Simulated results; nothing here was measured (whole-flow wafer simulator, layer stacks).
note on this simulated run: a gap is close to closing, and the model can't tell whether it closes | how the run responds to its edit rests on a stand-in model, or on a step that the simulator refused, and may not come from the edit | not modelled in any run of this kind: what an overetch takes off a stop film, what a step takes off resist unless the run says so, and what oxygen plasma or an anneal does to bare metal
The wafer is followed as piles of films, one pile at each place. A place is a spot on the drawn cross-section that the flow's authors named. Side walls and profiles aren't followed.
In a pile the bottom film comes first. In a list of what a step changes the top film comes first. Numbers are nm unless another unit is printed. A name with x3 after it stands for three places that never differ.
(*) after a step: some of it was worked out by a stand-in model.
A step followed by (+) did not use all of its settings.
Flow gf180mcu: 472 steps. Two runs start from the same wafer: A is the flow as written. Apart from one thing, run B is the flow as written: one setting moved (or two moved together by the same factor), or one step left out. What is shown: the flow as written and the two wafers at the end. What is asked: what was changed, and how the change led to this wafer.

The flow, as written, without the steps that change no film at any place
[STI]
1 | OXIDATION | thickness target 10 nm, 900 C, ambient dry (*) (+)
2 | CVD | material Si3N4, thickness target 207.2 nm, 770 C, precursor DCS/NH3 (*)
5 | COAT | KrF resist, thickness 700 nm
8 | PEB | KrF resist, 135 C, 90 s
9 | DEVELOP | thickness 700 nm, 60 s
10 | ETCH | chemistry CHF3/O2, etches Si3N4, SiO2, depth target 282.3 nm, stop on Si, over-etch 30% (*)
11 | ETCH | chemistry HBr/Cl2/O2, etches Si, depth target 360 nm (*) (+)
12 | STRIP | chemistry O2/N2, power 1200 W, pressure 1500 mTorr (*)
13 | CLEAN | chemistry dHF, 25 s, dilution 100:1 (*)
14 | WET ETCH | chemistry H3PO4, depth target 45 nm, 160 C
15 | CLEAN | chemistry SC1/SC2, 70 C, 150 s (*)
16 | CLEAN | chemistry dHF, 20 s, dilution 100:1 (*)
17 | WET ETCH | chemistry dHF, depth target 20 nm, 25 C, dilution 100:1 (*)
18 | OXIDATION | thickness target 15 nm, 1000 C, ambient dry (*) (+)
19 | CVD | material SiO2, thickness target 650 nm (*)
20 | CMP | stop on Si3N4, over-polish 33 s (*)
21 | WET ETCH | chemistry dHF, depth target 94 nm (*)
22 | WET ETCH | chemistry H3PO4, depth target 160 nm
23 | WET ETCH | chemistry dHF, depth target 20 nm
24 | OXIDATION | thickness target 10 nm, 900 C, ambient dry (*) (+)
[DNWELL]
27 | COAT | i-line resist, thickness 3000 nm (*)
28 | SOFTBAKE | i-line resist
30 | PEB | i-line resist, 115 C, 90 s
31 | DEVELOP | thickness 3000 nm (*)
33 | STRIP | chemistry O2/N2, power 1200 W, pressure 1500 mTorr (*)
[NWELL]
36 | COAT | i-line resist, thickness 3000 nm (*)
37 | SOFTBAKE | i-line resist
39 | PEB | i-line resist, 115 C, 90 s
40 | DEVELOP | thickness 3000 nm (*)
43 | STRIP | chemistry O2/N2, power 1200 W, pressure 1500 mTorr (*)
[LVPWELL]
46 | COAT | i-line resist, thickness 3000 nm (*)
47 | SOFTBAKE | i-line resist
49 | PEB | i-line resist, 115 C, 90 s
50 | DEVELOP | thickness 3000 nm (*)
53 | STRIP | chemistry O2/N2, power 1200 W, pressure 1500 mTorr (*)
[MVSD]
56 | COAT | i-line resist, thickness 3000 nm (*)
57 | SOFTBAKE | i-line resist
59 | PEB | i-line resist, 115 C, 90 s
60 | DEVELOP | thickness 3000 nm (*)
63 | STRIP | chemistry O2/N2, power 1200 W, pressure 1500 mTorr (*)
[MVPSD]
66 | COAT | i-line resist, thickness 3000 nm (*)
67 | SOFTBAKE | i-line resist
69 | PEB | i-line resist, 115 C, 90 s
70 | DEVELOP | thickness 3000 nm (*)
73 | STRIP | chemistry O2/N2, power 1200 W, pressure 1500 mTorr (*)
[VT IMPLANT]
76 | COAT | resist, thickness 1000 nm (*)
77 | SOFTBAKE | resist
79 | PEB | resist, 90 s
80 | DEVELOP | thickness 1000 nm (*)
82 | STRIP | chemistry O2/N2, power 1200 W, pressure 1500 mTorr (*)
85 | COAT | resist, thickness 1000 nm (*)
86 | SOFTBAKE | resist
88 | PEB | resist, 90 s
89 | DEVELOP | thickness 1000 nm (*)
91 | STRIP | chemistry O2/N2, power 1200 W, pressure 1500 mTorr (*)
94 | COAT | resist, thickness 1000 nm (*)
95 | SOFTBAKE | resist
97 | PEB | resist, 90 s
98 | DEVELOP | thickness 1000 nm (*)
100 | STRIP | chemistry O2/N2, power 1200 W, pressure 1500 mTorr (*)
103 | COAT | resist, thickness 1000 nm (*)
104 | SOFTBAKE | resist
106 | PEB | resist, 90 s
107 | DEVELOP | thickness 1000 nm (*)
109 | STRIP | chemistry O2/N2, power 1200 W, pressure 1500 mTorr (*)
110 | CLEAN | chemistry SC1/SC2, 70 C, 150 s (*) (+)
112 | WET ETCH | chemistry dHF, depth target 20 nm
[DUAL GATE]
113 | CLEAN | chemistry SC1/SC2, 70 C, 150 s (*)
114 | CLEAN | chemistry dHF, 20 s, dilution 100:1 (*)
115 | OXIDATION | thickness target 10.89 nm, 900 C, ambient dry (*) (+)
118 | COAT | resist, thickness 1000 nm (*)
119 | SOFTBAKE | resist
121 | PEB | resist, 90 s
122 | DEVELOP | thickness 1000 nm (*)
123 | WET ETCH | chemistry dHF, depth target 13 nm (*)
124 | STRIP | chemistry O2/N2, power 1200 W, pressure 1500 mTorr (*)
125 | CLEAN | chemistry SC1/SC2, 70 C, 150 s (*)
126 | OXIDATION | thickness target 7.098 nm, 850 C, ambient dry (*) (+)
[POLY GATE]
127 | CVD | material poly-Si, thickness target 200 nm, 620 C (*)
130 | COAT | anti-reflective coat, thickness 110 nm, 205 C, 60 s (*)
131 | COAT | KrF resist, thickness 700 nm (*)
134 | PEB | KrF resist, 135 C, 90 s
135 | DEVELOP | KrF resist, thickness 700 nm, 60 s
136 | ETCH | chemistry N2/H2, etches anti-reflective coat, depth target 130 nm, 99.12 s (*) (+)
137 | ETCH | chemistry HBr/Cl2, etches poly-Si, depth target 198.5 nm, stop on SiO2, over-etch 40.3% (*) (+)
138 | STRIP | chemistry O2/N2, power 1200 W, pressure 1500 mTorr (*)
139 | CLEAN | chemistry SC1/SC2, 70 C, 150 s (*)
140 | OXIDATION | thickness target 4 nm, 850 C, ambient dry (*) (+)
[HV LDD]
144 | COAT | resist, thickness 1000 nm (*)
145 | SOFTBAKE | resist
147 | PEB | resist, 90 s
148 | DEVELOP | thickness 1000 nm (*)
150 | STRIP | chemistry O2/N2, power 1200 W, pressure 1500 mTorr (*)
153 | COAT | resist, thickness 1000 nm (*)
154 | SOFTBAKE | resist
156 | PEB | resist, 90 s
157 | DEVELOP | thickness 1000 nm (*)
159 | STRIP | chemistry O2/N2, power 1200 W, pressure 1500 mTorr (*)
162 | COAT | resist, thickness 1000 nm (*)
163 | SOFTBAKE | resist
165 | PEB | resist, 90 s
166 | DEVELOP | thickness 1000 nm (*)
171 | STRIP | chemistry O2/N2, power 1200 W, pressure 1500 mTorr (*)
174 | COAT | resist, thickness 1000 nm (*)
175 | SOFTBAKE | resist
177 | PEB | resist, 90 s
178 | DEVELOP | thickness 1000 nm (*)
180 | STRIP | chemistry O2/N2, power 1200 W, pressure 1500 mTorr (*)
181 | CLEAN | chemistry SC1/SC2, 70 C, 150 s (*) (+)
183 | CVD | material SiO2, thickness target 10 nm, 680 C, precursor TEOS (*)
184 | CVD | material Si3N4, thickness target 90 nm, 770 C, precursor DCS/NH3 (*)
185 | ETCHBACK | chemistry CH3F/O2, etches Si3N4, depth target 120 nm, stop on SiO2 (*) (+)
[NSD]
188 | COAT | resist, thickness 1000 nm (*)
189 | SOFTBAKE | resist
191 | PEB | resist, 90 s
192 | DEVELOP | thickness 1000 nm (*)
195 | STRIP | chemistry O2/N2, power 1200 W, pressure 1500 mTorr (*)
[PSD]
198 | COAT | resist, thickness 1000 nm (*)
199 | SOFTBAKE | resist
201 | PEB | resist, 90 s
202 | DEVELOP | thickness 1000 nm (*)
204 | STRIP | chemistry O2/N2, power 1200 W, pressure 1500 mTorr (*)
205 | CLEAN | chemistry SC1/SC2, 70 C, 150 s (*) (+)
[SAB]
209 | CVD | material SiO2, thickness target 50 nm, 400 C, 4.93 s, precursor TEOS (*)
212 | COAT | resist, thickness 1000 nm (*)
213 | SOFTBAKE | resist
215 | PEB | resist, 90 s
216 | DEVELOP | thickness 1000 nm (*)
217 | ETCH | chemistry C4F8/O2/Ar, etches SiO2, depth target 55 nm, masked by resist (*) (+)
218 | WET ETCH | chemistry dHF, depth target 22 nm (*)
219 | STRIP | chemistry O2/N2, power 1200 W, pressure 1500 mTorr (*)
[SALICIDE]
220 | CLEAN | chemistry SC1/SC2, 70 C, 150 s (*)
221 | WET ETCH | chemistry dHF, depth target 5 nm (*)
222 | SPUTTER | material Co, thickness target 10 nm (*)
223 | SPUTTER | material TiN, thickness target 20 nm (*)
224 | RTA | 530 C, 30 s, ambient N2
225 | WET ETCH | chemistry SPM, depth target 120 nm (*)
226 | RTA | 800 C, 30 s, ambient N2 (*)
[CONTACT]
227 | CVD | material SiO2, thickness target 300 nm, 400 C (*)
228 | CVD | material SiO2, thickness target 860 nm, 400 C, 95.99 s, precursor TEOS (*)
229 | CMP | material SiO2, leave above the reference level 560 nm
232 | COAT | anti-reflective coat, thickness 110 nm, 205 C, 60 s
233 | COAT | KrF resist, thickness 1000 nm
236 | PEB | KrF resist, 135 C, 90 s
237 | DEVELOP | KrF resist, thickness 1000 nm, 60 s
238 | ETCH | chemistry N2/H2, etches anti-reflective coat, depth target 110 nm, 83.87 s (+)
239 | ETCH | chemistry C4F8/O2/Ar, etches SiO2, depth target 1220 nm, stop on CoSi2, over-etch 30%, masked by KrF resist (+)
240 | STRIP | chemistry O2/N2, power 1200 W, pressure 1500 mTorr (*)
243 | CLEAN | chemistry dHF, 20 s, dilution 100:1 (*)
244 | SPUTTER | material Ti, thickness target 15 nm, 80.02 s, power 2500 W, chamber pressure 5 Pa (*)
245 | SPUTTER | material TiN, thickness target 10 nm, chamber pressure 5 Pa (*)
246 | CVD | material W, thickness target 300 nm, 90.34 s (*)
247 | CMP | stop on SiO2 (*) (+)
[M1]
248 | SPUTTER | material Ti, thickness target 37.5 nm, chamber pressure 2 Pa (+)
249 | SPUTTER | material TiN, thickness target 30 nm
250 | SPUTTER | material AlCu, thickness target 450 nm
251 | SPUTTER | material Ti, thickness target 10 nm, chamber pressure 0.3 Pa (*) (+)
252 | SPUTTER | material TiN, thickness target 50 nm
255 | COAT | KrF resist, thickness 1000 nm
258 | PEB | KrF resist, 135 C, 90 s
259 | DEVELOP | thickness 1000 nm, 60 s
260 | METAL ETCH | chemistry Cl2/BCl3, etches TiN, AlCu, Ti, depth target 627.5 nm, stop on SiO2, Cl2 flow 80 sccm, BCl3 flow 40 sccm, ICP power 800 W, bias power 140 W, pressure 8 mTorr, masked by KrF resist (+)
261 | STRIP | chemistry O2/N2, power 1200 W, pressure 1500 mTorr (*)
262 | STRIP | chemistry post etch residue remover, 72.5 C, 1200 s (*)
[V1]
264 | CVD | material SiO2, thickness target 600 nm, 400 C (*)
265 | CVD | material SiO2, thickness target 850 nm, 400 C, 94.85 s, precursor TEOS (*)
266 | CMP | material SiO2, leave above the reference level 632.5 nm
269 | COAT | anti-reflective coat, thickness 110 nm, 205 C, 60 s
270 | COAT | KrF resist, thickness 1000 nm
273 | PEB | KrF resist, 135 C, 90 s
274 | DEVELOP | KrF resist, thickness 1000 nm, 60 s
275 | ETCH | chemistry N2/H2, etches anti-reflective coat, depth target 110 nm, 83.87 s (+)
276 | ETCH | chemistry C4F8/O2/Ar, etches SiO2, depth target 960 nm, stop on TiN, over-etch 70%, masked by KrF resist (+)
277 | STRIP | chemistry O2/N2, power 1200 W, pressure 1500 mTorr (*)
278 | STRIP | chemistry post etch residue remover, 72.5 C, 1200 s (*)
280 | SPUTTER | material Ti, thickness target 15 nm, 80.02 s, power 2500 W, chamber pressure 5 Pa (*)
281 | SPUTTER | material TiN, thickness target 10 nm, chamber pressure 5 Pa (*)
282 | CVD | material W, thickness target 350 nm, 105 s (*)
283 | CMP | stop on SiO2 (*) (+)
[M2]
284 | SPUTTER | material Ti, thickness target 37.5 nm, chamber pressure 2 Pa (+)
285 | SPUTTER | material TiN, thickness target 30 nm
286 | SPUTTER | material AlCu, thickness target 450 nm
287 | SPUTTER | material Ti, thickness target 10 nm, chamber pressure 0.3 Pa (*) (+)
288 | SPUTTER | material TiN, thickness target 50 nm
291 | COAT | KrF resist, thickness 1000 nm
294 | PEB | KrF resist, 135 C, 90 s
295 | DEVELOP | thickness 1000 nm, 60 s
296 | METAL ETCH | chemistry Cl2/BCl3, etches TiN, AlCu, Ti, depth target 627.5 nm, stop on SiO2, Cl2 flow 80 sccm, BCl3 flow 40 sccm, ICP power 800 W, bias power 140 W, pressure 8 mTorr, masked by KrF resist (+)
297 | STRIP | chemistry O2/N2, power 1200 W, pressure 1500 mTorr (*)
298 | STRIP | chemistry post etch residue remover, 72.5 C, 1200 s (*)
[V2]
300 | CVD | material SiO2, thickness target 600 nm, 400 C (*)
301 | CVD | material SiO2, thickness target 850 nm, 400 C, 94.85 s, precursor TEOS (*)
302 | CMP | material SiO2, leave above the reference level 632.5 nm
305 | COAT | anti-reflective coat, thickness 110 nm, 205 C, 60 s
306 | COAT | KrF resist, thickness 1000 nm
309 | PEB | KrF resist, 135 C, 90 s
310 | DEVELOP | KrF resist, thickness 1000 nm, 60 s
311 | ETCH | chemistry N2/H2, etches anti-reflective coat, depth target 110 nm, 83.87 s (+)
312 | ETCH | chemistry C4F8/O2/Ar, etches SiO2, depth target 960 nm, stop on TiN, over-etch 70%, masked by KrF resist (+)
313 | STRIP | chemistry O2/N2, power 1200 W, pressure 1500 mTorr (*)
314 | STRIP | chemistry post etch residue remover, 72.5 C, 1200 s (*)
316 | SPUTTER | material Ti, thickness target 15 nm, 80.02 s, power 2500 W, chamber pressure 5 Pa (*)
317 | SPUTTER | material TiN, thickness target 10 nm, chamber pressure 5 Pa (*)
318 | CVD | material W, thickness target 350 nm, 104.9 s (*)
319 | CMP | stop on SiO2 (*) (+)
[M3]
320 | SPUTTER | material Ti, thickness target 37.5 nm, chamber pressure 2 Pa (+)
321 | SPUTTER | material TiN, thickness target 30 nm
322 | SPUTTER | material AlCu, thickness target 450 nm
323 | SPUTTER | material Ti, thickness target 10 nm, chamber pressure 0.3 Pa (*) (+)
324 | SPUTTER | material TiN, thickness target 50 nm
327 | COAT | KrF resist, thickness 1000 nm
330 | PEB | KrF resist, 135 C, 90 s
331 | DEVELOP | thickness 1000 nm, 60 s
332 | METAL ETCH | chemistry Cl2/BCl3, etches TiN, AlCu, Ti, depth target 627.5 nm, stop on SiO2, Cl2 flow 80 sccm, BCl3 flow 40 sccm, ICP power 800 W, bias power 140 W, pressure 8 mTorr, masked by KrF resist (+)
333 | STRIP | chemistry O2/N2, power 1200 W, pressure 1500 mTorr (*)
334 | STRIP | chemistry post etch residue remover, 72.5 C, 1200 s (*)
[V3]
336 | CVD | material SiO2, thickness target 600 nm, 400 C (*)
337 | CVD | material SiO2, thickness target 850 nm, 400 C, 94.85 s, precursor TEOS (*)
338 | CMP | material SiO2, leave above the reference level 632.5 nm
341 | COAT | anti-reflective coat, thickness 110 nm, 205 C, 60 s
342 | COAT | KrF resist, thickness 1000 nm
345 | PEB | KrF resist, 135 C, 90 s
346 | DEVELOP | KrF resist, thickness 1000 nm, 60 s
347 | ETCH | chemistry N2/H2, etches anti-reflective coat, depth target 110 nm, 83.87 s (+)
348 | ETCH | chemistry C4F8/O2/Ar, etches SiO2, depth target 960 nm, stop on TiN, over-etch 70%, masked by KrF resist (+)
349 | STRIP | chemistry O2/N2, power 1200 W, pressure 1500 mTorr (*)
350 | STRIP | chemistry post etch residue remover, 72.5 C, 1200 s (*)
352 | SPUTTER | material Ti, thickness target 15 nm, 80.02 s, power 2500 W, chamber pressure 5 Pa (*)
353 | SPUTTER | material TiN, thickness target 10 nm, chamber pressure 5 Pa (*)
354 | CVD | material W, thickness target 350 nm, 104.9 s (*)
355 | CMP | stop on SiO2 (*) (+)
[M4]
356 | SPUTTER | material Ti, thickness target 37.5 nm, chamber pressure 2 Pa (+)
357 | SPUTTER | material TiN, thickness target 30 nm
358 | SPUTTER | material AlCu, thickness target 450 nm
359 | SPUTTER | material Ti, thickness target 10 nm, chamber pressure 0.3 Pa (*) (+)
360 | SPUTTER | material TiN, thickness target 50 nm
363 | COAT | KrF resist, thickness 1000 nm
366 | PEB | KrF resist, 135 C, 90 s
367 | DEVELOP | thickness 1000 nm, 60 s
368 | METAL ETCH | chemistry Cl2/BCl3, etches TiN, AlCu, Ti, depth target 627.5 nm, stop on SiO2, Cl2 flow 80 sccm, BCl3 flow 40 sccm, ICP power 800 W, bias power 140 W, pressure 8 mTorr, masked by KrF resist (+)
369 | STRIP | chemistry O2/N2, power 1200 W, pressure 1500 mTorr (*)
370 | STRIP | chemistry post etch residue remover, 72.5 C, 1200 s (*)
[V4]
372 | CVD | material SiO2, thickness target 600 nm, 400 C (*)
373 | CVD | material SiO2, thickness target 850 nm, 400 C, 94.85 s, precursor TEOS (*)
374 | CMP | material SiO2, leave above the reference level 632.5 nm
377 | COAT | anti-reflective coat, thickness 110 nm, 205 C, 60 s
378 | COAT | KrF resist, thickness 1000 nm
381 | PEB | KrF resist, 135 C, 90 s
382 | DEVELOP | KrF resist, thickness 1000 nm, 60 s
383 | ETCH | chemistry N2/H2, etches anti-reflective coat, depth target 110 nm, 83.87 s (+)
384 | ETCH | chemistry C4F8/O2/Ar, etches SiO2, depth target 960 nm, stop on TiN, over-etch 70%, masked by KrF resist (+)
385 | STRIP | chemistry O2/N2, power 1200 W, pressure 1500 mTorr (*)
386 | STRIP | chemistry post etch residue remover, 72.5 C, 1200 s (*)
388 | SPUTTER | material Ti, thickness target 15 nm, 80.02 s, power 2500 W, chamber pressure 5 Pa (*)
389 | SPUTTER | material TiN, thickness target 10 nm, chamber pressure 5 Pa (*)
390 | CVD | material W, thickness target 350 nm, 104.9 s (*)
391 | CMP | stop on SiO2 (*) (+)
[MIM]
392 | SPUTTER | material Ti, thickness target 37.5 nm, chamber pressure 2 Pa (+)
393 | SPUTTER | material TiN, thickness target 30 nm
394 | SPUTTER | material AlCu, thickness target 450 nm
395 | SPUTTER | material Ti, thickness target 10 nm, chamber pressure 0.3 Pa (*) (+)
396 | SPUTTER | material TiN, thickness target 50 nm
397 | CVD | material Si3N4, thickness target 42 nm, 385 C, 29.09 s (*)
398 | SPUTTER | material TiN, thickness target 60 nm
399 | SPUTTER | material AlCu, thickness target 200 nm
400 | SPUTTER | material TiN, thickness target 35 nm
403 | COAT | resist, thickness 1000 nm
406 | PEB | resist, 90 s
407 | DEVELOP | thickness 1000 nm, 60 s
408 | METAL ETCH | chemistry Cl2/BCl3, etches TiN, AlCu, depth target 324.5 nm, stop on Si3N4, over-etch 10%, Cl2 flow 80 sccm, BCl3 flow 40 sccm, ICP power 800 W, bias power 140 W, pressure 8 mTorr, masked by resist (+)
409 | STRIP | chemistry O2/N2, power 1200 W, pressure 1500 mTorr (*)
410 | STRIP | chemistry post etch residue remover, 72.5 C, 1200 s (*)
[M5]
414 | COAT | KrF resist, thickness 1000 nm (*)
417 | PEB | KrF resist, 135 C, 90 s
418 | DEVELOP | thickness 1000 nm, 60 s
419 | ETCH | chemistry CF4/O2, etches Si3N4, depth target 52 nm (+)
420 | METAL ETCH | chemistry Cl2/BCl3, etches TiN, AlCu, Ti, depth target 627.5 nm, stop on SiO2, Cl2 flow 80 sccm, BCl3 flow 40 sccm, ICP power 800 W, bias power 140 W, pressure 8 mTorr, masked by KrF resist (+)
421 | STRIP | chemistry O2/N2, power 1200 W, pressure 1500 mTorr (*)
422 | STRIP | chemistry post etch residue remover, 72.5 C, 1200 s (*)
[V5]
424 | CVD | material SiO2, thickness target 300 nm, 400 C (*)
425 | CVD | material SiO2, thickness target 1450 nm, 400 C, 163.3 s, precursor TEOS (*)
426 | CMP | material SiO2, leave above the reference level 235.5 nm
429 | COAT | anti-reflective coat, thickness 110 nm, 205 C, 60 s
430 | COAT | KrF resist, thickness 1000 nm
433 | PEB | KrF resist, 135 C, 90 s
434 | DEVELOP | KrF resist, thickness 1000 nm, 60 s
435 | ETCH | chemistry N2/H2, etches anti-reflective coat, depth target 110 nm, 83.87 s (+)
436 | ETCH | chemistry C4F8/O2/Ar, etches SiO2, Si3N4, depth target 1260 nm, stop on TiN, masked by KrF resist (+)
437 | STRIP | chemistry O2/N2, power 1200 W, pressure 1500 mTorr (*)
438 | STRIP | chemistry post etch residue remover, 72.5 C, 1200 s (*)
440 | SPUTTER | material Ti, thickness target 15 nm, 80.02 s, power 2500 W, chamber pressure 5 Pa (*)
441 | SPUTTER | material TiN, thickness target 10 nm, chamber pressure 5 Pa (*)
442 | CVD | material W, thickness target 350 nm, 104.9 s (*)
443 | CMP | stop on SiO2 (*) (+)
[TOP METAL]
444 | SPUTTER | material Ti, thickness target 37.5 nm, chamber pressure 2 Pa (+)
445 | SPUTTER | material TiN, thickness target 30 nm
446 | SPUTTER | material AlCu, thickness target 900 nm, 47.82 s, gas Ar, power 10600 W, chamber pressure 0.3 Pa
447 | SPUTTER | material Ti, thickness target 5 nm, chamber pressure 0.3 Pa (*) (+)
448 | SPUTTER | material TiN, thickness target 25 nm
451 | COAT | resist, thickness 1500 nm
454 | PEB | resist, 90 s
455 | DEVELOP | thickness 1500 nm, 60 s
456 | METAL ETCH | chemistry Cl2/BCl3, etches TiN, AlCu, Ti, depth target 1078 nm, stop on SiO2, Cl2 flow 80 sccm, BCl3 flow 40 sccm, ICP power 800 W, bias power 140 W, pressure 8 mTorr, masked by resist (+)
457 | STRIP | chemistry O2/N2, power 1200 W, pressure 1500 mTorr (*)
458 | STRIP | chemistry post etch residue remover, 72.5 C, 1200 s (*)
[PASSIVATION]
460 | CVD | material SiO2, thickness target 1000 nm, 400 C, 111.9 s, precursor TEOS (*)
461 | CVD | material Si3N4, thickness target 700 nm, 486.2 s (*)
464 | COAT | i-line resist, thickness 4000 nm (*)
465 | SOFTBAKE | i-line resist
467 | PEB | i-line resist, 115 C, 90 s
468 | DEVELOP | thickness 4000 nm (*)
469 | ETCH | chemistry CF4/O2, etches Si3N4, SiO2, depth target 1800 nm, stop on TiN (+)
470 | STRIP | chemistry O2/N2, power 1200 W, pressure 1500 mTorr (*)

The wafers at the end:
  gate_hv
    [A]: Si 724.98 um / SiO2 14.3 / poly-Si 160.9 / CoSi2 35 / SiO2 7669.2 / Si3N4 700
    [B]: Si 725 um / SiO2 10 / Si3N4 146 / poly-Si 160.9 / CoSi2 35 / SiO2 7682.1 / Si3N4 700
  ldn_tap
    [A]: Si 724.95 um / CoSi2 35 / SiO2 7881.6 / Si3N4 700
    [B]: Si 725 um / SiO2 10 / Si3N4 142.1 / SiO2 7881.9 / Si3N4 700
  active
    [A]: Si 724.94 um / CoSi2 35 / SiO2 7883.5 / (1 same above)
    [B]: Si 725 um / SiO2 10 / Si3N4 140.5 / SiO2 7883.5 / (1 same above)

What caused this: step 22, WET ETCH: chemistry H3PO4, depth target 160 nm, was skipped.

The path from the change to this, step by step:
  23 | WET ETCH | chemistry dHF, depth target 20 nm
      active, n_well, p_well and 40 more: A -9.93 SiO2 (all of it) | B -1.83 Si3N4
  24 | OXIDATION | thickness target 10 nm, 900 C, ambient dry (*) (+)
      active, n_well, p_well and 40 more: A +10 SiO2 (new film), -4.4 Si | B nothing
  27 | COAT | i-line resist, thickness 3000 nm (*)
      p_well, spacer, sd_n: A +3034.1 i-line resist (new film) | B +2885.5 i-line resist (new film)
      field_sub: A +2984.9 i-line resist (new film) | B +3050.2 i-line resist (new film)
      (and at 41 other places as well)
  28 | SOFTBAKE | i-line resist
      field_sub: A +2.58 i-line resist | B -8.89 i-line resist
      field_sub__w2: A -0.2 i-line resist | B +3.55 i-line resist
      (and at 70 other places as well)
  30 | PEB | i-line resist, 115 C, 90 s
      n_well, gate_hv, sd_p and 6 more: A -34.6 i-line resist | B -33.4 i-line resist
      active_nat, gate_nat, ld_sd_n and 6 more: A -34.6 i-line resist | B -33.5 i-line resist
      (and at 27 other places as well)
  31 | DEVELOP | thickness 3000 nm (*)
      ld_sd_p: A -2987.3 i-line resist (all of it) | B -2892.2 i-line resist (all of it)
      ld_gate_p: A -2987.4 i-line resist (all of it) | B -2891.9 i-line resist (all of it)
      (and at 8 other places as well)
  33 | STRIP | chemistry O2/N2, power 1200 W, pressure 1500 mTorr (*)
      p_well, spacer, sd_n: A -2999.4 i-line resist (all of it) | B -2852.5 i-line resist (all of it)
      ld_sd_n, ld_gate_n, ld_acc_n: A -2987.1 i-line resist (all of it) | B -2893 i-line resist (all of it)
      (and at 27 other places as well)
  36 | COAT | i-line resist, thickness 3000 nm (*)
      p_well, spacer, sd_n: A +3034.1 i-line resist (new film) | B +2885.5 i-line resist (new film)
      field_sub: A +2984.9 i-line resist (new film) | B +3050.2 i-line resist (new film)
      (and at 41 other places as well)
  37 | SOFTBAKE | i-line resist
      field_sub: A +2.58 i-line resist | B -8.89 i-line resist
      field_sub__w2: A -0.2 i-line resist | B +3.55 i-line resist
      (and at 70 other places as well)
  39 | PEB | i-line resist, 115 C, 90 s
      n_well, gate_hv, sd_p and 6 more: A -34.6 i-line resist | B -33.4 i-line resist
      active_nat, gate_nat, ld_sd_n and 6 more: A -34.6 i-line resist | B -33.5 i-line resist
      (and at 27 other places as well)
  40 | DEVELOP | thickness 3000 nm (*)
      iso_ntap_nw, vpnp_e: A -2999.6 i-line resist (all of it) | B -2858.6 i-line resist (all of it)
      n_well: A -2988.4 i-line resist (all of it) | B -2889 i-line resist (all of it)
      (and at 11 other places as well)
  43 | STRIP | chemistry O2/N2, power 1200 W, pressure 1500 mTorr (*)
      p_well, spacer, sd_n: A -2999.4 i-line resist (all of it) | B -2852.5 i-line resist (all of it)
      ld_sd_n, ld_gate_n, ld_acc_n: A -2987.1 i-line resist (all of it) | B -2893 i-line resist (all of it)
      (and at 23 other places as well)
  46 | COAT | i-line resist, thickness 3000 nm (*)
      p_well, spacer, sd_n: A +3034.1 i-line resist (new film) | B +2885.5 i-line resist (new film)
      field_sub: A +2984.9 i-line resist (new film) | B +3050.2 i-line resist (new film)
      (and at 41 other places as well)
  47 | SOFTBAKE | i-line resist
      field_sub: A +2.58 i-line resist | B -8.89 i-line resist
      field_sub__w2: A -0.2 i-line resist | B +3.55 i-line resist
      (and at 70 other places as well)
  49 | PEB | i-line resist, 115 C, 90 s
      n_well, gate_hv, sd_p and 6 more: A -34.6 i-line resist | B -33.4 i-line resist
      active_nat, gate_nat, ld_sd_n and 6 more: A -34.6 i-line resist | B -33.5 i-line resist
      (and at 27 other places as well)
  50 | DEVELOP | thickness 3000 nm (*)
      p_well, spacer, sd_n: A -2999.4 i-line resist (all of it) | B -2852.5 i-line resist (all of it)
      active: A -2990.5 i-line resist (all of it) | B -2880.8 i-line resist (all of it)
      (and at 12 other places as well)
  ... another 102 steps ...
  246 | CVD | material W, thickness target 300 nm, 90.34 s (*)
      polyc_n, polyc_p: A +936 W (new film) | B +1101.7 W (new film)
      contact: A +1167.5 W (new film) | B +1210.6 W (new film)
With metal films that touch counted as one body, ldn_tap has 0 bodies; the flow as written gives 1 body.
With metal films that touch counted as one body, active has 0 bodies; the flow as written gives 1 body.
